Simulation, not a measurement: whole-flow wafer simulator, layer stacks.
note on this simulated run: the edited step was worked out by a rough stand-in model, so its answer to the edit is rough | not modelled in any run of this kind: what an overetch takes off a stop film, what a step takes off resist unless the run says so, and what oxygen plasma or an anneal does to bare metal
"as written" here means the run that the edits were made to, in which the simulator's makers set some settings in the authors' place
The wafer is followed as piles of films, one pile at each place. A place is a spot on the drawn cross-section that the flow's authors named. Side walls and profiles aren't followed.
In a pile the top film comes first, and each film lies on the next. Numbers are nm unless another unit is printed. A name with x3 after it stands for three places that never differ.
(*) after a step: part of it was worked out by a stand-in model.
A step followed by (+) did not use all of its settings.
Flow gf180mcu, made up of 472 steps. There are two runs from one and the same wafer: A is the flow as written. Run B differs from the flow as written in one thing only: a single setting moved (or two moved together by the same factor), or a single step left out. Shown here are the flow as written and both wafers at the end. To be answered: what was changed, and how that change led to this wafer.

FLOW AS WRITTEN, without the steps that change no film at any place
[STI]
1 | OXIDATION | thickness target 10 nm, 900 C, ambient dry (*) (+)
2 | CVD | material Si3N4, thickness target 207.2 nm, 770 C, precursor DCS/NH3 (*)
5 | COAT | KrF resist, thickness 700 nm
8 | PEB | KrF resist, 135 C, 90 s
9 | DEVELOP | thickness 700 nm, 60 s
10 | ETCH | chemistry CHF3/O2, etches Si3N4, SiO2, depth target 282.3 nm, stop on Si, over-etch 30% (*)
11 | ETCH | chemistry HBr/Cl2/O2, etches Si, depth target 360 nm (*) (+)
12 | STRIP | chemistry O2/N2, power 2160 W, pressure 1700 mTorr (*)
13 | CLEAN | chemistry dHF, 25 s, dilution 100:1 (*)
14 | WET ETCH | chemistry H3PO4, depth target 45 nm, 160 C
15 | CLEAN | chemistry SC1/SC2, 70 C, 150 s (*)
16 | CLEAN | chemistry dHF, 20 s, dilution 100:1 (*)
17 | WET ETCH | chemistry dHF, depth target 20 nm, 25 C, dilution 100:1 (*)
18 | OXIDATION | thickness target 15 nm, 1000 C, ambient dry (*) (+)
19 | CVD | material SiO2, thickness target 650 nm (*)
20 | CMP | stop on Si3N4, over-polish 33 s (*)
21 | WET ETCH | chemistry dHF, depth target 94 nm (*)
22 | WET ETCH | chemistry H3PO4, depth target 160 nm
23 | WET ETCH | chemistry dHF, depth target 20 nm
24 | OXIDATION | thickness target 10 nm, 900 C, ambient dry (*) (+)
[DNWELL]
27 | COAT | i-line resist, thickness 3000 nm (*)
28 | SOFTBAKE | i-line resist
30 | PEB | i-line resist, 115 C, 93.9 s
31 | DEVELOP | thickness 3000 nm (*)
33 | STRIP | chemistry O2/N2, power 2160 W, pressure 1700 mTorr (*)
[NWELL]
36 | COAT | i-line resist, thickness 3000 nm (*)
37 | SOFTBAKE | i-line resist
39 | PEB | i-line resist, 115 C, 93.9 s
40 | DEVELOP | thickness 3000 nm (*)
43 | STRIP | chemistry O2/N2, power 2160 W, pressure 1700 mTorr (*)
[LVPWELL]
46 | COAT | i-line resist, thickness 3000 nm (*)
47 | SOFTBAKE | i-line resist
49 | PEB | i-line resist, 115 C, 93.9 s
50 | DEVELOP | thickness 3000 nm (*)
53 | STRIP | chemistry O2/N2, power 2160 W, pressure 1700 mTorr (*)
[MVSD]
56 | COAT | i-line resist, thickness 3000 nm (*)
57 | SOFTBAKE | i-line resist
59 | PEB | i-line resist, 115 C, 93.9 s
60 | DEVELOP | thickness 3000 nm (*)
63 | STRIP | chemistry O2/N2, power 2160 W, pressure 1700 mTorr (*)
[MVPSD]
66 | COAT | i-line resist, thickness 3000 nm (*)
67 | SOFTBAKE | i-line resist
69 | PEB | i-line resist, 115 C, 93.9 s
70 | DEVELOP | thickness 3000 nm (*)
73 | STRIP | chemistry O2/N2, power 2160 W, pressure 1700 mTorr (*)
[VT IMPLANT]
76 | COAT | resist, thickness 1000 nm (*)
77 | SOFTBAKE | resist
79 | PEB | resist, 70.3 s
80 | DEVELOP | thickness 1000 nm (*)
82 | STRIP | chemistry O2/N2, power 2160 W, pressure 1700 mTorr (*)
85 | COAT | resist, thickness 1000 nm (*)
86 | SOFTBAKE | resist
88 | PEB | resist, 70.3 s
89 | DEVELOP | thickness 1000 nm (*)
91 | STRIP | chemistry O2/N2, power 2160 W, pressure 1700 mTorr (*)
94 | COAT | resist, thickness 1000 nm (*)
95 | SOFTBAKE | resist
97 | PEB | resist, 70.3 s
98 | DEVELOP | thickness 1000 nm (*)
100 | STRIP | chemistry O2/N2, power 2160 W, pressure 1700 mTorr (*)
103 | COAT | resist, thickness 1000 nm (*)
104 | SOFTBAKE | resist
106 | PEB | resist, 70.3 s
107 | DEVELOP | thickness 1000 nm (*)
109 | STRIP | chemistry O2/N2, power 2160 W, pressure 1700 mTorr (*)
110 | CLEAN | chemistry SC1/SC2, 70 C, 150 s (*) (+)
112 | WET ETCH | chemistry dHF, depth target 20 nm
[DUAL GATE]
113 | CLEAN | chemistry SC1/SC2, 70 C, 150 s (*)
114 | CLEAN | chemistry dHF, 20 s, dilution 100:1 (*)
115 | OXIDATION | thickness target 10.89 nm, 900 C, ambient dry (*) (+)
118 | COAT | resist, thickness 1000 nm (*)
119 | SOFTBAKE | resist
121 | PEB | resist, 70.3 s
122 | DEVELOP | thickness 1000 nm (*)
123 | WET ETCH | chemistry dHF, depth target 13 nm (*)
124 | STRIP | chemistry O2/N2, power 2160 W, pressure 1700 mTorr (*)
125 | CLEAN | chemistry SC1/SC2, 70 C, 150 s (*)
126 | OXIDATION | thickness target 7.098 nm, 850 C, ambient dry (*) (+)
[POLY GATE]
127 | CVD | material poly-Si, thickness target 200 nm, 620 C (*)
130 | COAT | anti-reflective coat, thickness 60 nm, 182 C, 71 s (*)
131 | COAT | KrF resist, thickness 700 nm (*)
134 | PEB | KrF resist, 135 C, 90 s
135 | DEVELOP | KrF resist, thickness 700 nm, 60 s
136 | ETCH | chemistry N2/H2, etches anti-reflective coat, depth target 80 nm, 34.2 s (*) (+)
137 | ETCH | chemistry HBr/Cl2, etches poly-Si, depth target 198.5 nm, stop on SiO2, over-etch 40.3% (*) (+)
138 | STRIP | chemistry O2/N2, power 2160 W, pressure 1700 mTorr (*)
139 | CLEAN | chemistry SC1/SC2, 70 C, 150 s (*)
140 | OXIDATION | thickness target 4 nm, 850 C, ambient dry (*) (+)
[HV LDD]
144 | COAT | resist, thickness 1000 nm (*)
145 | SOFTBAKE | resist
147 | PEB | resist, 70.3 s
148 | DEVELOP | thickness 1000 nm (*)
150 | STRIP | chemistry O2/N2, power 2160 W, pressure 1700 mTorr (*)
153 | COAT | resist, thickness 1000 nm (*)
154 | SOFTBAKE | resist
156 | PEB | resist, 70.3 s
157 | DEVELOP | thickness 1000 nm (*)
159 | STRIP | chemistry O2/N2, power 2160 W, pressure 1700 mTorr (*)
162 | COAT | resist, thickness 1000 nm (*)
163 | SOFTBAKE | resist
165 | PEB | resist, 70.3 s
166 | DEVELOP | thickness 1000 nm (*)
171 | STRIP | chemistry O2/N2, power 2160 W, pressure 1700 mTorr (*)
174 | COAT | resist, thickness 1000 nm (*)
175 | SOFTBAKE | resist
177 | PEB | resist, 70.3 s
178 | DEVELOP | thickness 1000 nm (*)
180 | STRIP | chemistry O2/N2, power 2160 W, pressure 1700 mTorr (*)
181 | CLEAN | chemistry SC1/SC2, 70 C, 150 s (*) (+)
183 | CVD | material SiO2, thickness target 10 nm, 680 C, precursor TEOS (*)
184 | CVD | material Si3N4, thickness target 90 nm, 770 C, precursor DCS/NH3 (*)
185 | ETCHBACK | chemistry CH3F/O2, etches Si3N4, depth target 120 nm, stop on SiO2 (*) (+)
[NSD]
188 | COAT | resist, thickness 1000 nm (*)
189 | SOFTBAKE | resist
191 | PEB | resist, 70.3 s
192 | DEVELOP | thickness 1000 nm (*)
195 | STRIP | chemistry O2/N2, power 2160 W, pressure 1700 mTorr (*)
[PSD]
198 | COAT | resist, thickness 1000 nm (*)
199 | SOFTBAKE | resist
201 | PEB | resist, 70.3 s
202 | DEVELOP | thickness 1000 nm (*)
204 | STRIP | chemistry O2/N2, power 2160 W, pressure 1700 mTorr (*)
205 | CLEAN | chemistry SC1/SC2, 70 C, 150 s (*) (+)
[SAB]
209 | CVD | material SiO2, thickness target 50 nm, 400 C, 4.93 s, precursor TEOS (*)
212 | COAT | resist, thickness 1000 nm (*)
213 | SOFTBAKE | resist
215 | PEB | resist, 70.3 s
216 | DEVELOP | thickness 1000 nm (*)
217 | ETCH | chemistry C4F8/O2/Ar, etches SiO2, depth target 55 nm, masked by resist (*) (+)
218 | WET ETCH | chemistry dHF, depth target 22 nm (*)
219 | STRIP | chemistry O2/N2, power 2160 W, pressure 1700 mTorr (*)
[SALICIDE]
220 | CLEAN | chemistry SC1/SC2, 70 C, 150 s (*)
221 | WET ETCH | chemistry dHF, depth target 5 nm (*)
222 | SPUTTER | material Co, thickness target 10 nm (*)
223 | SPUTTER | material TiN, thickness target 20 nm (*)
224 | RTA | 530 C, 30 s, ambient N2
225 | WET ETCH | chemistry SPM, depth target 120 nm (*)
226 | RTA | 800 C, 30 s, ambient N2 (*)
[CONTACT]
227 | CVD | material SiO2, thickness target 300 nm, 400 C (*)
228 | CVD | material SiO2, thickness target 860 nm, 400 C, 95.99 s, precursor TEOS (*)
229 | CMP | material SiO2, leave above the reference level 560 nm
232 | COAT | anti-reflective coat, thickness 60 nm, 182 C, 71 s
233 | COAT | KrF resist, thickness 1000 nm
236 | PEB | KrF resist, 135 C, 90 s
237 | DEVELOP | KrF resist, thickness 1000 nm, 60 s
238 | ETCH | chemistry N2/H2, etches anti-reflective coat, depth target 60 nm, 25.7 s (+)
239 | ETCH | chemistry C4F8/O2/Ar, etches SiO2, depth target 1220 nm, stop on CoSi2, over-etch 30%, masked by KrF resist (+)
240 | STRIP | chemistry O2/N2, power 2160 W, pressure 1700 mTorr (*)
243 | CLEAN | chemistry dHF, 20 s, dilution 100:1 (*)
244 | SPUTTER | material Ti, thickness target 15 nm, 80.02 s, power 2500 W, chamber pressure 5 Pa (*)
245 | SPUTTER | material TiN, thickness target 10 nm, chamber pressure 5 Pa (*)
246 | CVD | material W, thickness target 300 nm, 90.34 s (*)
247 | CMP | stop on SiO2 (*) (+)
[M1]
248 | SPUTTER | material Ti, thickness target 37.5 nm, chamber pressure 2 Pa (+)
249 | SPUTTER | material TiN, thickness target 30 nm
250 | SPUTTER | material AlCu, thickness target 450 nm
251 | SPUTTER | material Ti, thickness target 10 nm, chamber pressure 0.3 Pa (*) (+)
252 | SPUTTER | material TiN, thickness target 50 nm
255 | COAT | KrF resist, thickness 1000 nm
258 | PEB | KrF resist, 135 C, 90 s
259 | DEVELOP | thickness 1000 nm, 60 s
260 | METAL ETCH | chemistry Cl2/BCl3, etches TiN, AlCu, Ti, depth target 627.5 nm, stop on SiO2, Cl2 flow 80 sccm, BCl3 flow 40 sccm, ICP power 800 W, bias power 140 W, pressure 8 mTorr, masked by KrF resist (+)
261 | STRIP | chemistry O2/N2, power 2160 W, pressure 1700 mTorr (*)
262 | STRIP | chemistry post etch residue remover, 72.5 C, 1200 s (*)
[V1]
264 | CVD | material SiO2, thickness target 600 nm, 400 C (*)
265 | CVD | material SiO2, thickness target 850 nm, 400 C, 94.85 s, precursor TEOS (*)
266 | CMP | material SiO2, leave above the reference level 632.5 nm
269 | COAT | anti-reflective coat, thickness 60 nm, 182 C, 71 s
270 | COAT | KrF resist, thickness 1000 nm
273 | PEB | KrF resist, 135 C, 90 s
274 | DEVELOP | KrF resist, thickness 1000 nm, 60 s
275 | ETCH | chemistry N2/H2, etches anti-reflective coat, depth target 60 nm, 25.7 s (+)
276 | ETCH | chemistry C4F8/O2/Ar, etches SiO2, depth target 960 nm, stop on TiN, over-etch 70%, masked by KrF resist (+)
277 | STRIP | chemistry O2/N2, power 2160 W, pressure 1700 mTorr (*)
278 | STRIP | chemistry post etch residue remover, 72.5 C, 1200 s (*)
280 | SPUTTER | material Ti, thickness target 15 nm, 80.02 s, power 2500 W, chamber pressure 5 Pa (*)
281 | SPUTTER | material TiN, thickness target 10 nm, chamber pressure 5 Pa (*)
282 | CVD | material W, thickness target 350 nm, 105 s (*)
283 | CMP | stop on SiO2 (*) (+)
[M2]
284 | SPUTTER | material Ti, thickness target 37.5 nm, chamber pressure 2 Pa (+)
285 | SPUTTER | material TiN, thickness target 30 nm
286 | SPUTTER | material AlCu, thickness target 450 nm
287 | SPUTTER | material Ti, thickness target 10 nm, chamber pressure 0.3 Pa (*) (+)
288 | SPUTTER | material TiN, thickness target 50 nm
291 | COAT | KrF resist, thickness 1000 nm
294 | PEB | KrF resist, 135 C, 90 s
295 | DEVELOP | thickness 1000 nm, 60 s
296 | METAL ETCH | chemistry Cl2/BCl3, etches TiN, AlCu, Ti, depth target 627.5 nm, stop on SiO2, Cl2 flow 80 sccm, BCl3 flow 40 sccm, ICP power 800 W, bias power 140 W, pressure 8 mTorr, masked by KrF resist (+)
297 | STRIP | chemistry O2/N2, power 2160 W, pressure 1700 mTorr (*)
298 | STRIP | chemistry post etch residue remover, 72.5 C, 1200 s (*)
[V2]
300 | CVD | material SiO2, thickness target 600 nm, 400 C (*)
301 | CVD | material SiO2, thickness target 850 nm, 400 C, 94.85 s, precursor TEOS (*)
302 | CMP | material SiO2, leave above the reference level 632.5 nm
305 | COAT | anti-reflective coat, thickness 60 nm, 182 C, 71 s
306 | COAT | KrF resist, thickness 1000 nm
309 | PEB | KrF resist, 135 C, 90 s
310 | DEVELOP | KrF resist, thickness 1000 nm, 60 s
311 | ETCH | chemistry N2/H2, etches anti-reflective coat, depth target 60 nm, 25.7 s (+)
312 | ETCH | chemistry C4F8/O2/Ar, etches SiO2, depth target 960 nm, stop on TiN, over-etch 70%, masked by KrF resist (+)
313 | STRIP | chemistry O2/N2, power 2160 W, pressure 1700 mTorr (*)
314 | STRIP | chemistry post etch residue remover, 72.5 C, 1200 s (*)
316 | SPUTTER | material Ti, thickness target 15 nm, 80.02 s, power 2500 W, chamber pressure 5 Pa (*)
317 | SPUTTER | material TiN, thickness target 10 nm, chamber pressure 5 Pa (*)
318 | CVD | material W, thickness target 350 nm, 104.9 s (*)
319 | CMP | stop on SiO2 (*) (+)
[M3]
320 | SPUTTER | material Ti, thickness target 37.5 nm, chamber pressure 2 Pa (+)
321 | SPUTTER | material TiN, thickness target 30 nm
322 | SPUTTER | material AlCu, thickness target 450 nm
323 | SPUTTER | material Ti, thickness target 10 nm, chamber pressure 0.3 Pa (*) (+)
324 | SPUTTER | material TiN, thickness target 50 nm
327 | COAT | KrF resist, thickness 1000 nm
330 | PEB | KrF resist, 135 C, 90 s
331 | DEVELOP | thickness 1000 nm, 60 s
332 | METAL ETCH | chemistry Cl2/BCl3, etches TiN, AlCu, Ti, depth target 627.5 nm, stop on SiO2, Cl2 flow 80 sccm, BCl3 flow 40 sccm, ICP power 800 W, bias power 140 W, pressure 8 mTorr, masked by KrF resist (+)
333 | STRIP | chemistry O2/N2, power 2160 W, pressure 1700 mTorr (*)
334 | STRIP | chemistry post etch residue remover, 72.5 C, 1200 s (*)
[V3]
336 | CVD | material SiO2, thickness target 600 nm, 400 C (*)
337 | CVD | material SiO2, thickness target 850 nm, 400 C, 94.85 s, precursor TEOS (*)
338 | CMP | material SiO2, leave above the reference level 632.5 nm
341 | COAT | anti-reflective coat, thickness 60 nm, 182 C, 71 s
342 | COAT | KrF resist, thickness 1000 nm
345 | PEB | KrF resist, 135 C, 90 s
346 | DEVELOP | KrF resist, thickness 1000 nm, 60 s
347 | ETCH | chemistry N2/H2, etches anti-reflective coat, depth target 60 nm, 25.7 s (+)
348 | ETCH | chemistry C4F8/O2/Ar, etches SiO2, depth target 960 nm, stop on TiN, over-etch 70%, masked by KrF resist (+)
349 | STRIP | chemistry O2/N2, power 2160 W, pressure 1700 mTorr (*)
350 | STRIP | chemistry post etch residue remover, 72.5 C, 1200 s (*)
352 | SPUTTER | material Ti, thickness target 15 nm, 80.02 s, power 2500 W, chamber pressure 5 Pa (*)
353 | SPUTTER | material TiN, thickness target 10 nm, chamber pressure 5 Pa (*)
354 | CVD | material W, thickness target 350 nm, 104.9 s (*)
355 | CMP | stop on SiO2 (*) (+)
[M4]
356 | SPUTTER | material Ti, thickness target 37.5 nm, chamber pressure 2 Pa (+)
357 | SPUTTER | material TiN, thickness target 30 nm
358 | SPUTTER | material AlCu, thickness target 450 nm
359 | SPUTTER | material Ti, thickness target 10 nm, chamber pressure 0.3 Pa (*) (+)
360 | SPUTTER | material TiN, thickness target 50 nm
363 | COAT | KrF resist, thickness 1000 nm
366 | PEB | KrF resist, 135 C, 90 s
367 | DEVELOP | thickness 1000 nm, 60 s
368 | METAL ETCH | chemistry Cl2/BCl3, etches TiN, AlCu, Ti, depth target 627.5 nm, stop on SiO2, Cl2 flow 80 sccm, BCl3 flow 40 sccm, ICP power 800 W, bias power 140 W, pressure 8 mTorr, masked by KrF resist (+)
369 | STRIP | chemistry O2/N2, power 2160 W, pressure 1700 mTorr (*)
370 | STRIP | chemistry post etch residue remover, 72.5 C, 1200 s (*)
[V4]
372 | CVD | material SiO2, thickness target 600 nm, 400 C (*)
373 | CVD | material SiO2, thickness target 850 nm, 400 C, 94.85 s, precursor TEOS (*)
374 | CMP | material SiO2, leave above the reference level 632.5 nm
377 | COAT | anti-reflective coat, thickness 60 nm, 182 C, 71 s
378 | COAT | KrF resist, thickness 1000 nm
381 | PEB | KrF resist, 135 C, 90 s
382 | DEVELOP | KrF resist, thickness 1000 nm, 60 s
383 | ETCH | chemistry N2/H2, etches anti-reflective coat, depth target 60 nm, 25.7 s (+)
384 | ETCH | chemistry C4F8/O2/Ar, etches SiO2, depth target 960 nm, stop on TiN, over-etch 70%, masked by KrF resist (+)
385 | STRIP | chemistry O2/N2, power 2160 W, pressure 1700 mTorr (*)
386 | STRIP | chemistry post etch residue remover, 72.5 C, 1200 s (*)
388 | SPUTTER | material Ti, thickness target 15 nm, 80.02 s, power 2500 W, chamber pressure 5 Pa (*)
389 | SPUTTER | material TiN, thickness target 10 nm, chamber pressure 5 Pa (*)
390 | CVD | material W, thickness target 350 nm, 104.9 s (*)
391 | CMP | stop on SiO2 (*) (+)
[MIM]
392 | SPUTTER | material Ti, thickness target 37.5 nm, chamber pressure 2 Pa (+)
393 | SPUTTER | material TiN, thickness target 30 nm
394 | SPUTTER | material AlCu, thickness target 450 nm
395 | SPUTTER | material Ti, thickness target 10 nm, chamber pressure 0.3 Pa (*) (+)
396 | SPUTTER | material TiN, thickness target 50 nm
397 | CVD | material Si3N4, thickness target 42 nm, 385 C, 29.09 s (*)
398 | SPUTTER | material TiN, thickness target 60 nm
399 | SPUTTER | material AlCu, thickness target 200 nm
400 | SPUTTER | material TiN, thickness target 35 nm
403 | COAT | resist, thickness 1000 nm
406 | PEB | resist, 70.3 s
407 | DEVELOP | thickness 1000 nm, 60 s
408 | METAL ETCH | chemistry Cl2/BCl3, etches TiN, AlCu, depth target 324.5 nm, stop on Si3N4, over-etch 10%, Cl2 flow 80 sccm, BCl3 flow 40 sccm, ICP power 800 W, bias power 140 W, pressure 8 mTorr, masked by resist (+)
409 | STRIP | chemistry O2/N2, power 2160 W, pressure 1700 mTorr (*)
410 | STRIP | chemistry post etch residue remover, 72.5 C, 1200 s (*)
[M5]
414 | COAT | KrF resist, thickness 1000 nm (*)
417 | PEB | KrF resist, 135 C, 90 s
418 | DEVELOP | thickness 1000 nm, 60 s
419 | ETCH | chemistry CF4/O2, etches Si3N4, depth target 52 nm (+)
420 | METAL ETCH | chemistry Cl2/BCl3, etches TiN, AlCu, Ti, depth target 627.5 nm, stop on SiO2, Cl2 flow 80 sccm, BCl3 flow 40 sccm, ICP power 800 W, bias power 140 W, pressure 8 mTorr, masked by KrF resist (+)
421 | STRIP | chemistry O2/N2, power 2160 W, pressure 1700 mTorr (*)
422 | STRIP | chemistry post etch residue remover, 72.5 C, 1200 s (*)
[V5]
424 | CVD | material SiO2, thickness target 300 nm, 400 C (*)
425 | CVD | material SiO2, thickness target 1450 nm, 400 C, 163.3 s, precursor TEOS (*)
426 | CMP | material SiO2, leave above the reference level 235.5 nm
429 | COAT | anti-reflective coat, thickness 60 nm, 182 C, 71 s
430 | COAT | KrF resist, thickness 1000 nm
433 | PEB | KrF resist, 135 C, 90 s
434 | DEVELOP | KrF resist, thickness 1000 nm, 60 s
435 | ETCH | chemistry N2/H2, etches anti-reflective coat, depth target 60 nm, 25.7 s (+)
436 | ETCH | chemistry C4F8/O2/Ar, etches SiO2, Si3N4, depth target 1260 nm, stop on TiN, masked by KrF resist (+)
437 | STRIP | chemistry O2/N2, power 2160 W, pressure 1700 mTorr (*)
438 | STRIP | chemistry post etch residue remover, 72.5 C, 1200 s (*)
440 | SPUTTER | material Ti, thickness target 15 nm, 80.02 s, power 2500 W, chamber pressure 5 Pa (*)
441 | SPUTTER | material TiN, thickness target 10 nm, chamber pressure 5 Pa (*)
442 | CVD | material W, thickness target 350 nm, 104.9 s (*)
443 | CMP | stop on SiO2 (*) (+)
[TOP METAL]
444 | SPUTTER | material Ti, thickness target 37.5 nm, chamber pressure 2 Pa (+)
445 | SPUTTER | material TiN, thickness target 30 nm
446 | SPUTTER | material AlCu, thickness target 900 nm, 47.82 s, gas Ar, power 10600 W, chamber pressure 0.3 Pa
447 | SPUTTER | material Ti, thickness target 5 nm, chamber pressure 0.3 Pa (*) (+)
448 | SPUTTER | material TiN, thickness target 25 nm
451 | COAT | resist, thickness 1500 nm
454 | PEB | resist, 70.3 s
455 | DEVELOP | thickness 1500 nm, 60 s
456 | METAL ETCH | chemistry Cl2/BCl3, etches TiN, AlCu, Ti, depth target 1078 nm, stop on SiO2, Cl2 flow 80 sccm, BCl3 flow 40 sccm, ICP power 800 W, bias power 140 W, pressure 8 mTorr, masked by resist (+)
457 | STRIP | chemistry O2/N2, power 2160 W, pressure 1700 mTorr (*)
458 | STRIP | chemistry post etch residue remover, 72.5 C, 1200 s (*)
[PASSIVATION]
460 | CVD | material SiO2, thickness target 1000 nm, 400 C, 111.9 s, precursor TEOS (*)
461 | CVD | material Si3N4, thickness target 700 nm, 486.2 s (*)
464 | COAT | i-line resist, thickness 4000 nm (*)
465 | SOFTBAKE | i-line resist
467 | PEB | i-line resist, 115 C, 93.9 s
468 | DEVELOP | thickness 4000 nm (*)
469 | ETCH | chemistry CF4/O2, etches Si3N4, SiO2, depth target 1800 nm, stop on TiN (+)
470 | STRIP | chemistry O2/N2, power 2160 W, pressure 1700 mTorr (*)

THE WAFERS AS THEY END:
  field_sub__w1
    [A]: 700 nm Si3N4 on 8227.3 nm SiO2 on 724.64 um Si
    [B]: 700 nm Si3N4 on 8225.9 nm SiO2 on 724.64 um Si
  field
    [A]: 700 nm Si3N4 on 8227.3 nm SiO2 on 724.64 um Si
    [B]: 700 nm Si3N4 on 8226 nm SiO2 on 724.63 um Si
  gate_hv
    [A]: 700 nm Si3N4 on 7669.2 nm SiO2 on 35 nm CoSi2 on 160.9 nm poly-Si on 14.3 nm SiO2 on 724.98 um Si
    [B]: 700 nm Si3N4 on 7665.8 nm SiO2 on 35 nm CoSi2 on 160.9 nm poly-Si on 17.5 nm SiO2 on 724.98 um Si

What caused this: step 126, OXIDATION: thickness target 10.86 nm was run, while the flow as written has thickness target 7.098 nm.

How this came from the change, step by step:
  126 | OXIDATION | thickness target 7.098 nm, 850 C, ambient dry (*) (+)
      gate_hv, active_hv, active_nat and 25 more: A SiO2 gains 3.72, Si loses 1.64 | B SiO2 gains 6.95, Si loses 3.06
      ld_fp_n, ld_drift_n, ld_fp_p and 13 more: A SiO2 gains 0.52, Si loses 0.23 | B SiO2 gains 1.07, Si loses 0.47
      (also at 48 further places)
  130 | COAT | anti-reflective coat, thickness 60 nm, 182 C, 71 s (*)
      pplus_u: A anti-reflective coat gains 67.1 (new film) | B anti-reflective coat gains 65.7 (new film)
  136 | ETCH | chemistry N2/H2, etches anti-reflective coat, depth target 80 nm, 34.2 s (*) (+)
      pplus_u: A anti-reflective coat loses 67.1 (all of it), poly-Si loses 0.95 | B anti-reflective coat loses 65.7 (all of it), poly-Si loses 0.98
  189 | SOFTBAKE | resist
      active_hv: A resist gains 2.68 | B resist loses 0.53
      nw_enc_fld_lv__w3: A resist gains 2.11 | B resist loses 1.6
      (also at 1 further place)
  199 | SOFTBAKE | resist
      active_hv: A resist gains 2.68 | B resist loses 0.53
      nw_enc_fld_lv__w3: A resist gains 2.11 | B resist loses 1.6
      (also at 1 further place)
  218 | WET ETCH | chemistry dHF, depth target 22 nm (*)
      active, p_well, sd_n, iso_ptap_pw, iso_ntap_nw, iso_ptap_sub, vpnp_e: A SiO2 loses 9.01 (all of it) | B SiO2 loses 12.6 (all of it)
      ldn_tap, ldn_src, ldn_drn, ldp_tap, ldp_src, ldp_drn, ldp_gr: A SiO2 loses 16 (all of it) | B SiO2 loses 19.1 (all of it)
      (also at 9 further places)
